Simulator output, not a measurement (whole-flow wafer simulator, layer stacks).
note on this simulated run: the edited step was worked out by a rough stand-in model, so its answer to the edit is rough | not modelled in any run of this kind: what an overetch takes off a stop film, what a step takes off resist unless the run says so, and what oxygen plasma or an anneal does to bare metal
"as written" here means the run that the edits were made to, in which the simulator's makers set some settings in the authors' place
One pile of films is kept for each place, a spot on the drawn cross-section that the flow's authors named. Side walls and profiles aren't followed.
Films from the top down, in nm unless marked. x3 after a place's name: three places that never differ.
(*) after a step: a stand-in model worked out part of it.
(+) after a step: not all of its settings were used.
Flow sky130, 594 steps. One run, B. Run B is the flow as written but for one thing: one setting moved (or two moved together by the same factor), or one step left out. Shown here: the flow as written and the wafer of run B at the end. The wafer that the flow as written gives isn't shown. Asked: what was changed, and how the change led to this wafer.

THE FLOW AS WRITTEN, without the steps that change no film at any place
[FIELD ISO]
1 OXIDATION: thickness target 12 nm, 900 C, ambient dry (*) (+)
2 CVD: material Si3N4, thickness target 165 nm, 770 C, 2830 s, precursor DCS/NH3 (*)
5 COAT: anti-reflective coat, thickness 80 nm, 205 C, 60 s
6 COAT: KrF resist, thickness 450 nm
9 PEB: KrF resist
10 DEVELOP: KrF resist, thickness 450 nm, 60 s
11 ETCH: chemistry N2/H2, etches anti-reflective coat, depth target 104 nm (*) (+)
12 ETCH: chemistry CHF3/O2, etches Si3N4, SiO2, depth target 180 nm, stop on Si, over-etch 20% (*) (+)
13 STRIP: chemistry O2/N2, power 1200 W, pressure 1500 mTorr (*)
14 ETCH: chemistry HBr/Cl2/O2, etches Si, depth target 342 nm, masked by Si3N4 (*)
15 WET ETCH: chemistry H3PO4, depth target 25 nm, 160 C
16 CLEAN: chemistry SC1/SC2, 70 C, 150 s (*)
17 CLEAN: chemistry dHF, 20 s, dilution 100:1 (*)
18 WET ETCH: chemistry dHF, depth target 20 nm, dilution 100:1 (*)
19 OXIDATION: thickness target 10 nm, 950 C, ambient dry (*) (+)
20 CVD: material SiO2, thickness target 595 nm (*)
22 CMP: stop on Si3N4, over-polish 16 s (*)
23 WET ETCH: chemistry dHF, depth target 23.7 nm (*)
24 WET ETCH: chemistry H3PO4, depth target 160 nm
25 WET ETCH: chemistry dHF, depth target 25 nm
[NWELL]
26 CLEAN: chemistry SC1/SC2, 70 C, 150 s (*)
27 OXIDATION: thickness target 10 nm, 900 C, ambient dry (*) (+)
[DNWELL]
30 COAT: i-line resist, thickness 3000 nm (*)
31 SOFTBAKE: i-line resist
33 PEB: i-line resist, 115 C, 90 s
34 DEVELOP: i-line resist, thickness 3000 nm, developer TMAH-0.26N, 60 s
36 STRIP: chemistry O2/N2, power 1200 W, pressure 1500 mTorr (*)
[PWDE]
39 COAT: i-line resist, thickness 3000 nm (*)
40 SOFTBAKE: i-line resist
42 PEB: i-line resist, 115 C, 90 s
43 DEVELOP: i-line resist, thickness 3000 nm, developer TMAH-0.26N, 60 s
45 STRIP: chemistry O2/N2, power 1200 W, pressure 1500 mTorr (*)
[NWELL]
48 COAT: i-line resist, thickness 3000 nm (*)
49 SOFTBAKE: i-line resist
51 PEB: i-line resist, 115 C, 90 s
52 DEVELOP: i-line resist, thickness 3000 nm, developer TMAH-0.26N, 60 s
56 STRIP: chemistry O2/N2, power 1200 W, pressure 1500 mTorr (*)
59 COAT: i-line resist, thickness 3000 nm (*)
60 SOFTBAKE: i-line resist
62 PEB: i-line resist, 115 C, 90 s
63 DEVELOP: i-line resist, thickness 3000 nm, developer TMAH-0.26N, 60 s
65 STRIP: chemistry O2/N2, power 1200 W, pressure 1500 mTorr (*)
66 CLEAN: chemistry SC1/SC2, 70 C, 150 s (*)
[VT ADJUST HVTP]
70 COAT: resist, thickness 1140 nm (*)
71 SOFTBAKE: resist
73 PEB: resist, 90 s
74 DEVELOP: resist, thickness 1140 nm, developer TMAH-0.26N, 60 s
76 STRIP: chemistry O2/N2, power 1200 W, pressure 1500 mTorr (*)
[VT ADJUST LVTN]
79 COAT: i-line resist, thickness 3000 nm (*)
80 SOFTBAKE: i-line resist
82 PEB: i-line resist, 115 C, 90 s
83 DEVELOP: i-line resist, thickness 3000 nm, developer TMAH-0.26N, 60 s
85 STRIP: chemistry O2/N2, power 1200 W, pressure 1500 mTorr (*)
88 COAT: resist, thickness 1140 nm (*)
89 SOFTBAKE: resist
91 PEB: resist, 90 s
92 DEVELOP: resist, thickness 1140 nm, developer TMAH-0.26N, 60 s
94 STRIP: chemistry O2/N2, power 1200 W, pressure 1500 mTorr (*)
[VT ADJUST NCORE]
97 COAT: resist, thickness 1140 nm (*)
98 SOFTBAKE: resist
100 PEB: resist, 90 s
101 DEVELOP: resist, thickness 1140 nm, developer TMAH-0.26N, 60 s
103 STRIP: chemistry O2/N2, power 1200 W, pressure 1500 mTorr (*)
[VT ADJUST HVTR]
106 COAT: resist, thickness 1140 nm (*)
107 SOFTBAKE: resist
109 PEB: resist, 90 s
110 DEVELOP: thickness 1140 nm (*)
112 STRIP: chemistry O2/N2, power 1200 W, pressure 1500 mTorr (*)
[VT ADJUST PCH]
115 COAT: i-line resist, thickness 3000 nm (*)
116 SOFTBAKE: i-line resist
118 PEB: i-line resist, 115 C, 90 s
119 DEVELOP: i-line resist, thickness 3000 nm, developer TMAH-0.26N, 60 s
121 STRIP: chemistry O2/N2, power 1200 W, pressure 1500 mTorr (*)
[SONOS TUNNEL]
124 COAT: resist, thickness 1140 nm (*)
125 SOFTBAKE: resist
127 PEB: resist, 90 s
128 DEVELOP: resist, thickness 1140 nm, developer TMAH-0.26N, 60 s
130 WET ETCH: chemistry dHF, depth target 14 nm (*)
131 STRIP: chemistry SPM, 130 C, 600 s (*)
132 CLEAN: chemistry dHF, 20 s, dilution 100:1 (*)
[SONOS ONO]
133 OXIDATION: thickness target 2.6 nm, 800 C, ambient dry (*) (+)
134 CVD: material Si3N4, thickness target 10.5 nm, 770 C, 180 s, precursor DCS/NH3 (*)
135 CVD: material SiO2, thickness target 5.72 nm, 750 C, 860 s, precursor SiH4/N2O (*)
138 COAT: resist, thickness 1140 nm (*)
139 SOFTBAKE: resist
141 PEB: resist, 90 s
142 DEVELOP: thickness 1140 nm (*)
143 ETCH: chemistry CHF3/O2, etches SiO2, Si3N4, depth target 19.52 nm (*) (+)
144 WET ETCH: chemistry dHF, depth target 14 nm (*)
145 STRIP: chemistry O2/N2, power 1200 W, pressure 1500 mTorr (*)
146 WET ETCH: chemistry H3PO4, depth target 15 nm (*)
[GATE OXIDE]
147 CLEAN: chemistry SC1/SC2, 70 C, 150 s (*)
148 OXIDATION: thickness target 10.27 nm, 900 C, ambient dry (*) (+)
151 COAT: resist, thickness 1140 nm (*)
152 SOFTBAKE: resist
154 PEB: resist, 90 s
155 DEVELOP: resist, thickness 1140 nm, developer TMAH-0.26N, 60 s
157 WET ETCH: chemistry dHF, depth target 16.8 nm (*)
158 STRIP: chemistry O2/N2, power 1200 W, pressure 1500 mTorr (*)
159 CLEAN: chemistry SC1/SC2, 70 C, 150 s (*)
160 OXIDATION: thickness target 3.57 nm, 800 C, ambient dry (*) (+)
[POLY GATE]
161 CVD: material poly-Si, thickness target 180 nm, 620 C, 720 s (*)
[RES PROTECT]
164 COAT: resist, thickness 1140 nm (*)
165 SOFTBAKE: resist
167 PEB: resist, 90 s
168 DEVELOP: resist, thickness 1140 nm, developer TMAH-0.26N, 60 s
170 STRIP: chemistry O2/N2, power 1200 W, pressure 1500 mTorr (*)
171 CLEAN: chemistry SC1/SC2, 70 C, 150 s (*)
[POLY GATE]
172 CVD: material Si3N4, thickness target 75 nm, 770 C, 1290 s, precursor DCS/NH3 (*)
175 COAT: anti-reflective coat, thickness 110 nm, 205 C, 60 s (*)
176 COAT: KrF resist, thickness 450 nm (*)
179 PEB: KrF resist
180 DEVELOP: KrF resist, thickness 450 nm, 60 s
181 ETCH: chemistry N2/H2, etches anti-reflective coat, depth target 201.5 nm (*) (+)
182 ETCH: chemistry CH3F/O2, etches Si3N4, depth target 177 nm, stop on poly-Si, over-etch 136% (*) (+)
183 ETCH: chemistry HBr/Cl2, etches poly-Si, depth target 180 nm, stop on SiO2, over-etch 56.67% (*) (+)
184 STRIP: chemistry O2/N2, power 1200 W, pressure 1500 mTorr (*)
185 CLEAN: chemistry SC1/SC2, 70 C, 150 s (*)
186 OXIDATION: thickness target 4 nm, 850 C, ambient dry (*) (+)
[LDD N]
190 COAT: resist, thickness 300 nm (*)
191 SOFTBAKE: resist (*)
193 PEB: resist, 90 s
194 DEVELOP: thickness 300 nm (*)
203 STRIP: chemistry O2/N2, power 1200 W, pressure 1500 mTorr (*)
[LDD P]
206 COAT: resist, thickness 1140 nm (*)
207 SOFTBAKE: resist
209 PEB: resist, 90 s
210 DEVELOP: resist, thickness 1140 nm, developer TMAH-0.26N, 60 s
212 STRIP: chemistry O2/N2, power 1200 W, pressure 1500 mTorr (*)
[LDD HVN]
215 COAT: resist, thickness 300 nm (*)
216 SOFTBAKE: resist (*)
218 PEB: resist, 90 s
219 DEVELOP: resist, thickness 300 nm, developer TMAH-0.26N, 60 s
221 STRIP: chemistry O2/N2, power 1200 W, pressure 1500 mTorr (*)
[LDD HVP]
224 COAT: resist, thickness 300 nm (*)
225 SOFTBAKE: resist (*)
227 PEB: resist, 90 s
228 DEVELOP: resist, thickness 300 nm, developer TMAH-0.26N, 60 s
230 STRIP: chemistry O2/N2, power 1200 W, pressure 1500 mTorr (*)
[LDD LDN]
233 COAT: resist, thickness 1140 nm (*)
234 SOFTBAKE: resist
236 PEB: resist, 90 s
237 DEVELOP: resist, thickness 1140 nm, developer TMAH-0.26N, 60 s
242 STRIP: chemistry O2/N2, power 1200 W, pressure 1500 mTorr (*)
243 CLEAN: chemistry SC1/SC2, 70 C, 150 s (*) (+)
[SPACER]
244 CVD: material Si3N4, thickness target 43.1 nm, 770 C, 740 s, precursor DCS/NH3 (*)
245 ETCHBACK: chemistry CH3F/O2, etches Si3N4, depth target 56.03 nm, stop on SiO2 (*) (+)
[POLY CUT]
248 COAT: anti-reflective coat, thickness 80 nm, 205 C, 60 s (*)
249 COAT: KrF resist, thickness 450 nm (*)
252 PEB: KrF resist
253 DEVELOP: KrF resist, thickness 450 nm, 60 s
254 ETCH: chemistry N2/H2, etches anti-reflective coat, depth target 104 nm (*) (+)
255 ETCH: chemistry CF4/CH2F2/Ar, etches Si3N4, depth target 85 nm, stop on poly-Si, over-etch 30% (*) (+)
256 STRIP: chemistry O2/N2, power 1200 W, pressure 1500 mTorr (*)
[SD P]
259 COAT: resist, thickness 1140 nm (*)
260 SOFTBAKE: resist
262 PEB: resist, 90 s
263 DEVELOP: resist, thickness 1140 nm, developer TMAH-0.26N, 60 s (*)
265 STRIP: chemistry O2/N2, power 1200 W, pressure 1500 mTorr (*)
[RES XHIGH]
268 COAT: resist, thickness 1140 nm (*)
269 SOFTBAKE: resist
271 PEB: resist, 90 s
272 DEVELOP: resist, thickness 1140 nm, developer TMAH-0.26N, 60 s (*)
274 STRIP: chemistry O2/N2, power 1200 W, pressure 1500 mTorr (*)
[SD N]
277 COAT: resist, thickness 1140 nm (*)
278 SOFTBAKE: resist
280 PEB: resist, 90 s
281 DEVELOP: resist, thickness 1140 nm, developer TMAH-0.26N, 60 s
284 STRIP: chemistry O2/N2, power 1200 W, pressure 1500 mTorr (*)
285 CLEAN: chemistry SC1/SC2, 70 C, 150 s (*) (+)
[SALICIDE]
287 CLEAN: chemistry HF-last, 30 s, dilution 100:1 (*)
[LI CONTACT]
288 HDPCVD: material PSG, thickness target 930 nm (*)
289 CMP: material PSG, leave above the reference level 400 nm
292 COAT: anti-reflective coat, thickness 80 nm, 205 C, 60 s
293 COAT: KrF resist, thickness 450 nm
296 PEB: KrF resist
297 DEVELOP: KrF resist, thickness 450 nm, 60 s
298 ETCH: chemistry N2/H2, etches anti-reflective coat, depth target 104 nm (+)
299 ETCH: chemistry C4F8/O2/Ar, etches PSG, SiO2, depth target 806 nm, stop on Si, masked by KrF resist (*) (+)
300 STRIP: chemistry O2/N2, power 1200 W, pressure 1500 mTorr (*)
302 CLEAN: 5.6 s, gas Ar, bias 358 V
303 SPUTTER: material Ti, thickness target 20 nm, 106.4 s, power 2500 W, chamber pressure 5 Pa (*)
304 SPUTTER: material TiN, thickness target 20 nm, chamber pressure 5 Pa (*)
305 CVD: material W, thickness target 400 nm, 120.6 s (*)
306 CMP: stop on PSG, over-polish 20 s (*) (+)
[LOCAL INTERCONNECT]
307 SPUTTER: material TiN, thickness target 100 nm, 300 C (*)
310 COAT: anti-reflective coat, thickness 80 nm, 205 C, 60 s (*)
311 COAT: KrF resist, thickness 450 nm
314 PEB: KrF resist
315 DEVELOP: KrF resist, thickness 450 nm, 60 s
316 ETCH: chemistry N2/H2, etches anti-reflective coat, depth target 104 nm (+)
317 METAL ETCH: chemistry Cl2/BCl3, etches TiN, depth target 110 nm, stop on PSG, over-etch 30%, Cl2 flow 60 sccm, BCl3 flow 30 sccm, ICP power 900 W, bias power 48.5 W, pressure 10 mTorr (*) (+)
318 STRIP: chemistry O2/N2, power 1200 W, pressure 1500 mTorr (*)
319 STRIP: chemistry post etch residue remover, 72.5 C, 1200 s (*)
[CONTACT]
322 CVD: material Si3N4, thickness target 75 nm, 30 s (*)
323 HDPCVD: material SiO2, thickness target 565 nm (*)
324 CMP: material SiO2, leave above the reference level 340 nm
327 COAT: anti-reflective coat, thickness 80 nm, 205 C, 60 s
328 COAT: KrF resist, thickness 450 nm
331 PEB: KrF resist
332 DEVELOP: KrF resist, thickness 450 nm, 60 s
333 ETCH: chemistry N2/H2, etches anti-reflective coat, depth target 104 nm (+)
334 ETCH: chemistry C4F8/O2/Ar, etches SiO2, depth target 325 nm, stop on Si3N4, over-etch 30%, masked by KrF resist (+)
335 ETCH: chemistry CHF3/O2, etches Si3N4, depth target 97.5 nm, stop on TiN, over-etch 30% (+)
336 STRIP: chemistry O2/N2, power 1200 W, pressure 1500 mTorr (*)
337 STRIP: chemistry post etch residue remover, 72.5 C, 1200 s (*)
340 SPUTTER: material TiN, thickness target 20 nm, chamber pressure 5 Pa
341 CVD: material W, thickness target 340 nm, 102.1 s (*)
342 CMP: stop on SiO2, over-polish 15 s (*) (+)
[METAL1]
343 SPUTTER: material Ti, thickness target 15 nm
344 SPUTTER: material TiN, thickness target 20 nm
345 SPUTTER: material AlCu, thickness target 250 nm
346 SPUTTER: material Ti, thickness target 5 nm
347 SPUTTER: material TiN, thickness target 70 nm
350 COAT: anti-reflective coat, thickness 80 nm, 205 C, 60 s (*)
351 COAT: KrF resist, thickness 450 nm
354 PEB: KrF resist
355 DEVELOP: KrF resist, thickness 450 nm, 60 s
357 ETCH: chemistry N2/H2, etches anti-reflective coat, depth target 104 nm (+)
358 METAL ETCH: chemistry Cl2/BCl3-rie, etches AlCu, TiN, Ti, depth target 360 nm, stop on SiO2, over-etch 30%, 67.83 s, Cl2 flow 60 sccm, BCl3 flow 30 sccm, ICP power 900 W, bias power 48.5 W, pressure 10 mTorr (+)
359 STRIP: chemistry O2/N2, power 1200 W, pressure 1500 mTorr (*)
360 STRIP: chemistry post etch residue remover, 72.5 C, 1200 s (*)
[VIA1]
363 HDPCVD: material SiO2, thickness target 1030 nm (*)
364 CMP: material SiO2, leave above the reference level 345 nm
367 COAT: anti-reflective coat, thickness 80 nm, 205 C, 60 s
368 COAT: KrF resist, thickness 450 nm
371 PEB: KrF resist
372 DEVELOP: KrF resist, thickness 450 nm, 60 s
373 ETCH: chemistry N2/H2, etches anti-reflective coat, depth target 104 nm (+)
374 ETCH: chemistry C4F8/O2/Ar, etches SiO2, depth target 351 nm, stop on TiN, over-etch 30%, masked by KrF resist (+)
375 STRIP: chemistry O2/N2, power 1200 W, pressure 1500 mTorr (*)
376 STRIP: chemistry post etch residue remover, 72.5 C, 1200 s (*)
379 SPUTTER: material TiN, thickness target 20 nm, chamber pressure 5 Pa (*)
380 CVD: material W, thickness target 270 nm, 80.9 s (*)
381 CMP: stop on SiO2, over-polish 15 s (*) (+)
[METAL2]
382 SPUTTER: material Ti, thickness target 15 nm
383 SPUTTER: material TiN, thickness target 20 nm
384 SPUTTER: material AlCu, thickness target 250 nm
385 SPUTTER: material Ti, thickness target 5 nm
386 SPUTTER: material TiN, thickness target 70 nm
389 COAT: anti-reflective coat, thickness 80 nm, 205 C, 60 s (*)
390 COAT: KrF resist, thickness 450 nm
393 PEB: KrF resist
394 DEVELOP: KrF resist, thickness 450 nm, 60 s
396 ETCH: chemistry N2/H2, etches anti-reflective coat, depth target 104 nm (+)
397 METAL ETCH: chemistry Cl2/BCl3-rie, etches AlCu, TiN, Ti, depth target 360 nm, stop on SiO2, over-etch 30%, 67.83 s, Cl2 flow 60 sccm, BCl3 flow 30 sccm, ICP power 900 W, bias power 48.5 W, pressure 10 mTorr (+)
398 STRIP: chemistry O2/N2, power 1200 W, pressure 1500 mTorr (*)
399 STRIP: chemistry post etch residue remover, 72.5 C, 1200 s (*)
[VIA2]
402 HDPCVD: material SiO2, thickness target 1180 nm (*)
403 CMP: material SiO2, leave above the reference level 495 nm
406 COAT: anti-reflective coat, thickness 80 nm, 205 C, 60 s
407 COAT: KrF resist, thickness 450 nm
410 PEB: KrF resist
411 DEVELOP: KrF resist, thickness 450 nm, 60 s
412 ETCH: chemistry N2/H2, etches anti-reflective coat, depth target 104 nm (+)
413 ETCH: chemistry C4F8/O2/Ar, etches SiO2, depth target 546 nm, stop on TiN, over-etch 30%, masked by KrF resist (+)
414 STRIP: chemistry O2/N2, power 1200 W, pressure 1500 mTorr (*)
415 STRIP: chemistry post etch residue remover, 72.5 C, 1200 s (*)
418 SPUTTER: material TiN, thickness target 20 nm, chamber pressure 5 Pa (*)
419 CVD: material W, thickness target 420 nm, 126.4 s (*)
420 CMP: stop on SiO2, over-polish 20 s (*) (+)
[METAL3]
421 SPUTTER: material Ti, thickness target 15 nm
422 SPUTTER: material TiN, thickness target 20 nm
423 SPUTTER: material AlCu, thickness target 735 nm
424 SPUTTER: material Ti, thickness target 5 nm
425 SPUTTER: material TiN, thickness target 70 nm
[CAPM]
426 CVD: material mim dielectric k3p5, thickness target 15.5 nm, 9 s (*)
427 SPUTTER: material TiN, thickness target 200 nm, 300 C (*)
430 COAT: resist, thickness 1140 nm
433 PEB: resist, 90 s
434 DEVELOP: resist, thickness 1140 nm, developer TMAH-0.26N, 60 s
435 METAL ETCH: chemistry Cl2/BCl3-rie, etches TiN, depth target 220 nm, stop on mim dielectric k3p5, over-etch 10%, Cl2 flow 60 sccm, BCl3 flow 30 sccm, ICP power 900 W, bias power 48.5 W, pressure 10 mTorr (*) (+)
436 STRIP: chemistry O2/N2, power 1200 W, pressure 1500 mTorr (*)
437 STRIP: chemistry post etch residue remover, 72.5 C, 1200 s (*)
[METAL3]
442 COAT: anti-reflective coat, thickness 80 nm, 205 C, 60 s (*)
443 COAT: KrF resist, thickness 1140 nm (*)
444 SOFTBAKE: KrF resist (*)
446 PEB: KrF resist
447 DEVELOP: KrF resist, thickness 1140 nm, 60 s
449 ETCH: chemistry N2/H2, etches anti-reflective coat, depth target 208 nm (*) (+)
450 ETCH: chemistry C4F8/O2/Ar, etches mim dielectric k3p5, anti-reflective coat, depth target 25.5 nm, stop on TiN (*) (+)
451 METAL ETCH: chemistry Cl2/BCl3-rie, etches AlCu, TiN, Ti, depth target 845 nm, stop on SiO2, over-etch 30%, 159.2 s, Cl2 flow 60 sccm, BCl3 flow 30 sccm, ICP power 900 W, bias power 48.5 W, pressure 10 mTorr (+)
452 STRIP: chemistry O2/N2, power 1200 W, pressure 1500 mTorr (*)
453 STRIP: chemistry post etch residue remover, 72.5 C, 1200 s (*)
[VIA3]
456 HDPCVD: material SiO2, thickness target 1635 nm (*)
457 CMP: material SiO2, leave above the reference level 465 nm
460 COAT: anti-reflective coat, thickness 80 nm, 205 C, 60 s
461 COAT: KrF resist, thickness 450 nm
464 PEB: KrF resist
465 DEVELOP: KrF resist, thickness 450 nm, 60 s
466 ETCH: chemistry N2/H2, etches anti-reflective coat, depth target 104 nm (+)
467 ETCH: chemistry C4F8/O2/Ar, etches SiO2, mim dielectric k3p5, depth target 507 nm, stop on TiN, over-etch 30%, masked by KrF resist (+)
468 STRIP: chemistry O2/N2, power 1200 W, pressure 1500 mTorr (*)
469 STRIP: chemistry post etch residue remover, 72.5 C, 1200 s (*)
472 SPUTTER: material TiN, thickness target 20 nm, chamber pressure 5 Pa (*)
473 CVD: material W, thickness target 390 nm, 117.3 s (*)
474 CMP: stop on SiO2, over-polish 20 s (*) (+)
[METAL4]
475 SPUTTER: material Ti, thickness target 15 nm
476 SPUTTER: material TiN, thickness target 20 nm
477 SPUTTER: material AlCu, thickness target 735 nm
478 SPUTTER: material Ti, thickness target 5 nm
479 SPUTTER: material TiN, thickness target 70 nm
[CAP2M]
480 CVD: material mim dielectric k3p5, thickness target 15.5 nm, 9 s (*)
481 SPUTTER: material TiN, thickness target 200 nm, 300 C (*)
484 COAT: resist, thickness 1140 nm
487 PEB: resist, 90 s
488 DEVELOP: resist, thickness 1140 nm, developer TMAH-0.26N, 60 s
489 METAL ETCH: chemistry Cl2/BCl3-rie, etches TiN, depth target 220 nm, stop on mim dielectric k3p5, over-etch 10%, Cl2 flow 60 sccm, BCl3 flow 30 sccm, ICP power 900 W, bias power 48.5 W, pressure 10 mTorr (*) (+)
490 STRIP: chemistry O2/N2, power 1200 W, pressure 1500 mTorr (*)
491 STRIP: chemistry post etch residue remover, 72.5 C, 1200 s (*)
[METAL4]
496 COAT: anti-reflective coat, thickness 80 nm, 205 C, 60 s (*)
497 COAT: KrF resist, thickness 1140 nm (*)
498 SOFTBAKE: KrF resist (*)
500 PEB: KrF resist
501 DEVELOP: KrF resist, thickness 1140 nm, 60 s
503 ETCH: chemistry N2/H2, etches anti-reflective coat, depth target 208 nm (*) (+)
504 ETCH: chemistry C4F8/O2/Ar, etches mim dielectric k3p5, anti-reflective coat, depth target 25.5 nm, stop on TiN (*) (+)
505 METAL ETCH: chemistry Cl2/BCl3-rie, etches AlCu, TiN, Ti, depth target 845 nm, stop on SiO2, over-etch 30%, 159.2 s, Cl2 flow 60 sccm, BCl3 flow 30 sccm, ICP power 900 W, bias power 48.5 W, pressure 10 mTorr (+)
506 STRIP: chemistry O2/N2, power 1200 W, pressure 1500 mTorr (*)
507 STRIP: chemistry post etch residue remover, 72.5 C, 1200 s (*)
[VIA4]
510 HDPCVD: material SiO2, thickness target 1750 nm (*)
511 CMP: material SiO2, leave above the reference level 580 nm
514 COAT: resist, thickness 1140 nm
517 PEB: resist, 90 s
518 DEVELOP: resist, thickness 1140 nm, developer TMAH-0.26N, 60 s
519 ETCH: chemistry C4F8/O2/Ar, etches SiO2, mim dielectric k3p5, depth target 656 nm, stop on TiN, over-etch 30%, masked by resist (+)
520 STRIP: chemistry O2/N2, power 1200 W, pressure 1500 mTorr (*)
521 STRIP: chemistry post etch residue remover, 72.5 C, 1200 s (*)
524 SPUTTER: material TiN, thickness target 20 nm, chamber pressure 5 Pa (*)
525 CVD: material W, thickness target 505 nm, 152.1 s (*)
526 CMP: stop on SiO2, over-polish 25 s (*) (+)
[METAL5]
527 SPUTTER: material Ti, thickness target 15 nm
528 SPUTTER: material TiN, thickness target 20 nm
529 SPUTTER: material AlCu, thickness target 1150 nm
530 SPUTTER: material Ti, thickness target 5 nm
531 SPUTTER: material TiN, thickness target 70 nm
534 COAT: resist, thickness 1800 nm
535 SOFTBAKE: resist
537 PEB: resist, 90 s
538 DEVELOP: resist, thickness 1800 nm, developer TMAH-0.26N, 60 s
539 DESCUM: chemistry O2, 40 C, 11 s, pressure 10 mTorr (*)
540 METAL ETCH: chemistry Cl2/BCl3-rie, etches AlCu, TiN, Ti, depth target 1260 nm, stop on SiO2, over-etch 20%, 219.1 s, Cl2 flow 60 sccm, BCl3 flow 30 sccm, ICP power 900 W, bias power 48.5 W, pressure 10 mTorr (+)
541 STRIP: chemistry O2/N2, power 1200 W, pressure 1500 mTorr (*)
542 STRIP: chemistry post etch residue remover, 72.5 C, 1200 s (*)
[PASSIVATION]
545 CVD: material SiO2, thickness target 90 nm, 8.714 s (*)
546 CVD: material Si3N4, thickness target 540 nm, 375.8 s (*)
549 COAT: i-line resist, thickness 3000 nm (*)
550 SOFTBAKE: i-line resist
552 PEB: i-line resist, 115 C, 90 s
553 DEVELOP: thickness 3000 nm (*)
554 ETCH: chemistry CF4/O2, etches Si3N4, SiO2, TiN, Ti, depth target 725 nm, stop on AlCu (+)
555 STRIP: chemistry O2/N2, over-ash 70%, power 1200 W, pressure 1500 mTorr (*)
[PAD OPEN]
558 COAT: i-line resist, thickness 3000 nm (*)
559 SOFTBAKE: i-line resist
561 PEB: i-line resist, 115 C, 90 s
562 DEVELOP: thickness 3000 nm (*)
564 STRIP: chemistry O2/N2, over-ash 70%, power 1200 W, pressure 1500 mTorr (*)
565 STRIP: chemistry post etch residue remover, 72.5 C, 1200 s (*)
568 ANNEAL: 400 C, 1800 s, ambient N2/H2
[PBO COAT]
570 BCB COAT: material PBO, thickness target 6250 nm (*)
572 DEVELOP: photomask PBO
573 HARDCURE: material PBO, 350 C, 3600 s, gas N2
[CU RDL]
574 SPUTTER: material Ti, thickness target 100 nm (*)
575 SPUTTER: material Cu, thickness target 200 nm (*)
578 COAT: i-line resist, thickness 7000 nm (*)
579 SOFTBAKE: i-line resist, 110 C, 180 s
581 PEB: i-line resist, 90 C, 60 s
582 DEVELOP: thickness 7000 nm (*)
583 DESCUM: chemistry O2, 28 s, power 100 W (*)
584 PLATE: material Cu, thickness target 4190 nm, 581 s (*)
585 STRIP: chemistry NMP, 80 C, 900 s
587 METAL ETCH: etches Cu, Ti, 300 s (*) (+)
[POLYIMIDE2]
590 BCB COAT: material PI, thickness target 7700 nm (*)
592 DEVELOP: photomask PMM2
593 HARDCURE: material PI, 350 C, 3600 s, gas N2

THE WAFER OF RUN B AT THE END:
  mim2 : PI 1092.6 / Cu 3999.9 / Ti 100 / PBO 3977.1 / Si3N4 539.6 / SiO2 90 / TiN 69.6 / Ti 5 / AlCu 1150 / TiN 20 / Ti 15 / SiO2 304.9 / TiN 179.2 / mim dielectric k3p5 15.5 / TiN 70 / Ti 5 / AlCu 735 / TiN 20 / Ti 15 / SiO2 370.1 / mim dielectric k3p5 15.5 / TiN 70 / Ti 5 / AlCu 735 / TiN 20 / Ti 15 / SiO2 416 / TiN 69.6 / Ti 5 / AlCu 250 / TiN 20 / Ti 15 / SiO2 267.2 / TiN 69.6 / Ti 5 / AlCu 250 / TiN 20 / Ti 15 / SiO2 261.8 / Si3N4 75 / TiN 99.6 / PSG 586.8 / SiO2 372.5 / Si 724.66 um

The cause: step 481, SPUTTER: thickness target 180 nm was run, where the flow has thickness target 200 nm.

How the change led to this, step by step:
  481 SPUTTER: material TiN, thickness target 200 nm, 300 C (*)
      field, active, n_well and 189 more: TiN +180 (new film) (as written it would be: TiN +200 (new film))
  489 METAL ETCH: chemistry Cl2/BCl3-rie, etches TiN, depth target 220 nm, stop on mim dielectric k3p5, over-etch 10%, Cl2 flow 60 sccm, BCl3 flow 30 sccm, ICP power 900 W, bias power 48.5 W, pressure 10 mTorr (*) (+)
      field, active, n_well and 188 more: TiN -180 (all of it) (as written it would be: TiN -200 (all of it))
      mim2: resist -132 (as written it would be: resist -146.7)
  496 COAT: anti-reflective coat, thickness 80 nm, 205 C, 60 s (*)
      iso_guard__w2: anti-reflective coat +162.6 (new film) (as written it would be: anti-reflective coat +175.7 (new film))
      mim2: anti-reflective coat +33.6 (new film) (as written it would be: anti-reflective coat +38 (new film))
  506 STRIP: chemistry O2/N2, power 1200 W, pressure 1500 mTorr (*)
      iso_guard__w2: KrF resist -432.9 (all of it), anti-reflective coat -162.6 (all of it) (as written it would be: KrF resist -424.2 (all of it), anti-reflective coat -175.7 (all of it))
      mim2: KrF resist -387.6 (all of it), anti-reflective coat -33.6 (all of it) (as written it would be: KrF resist -368.7 (all of it), anti-reflective coat -38 (all of it))
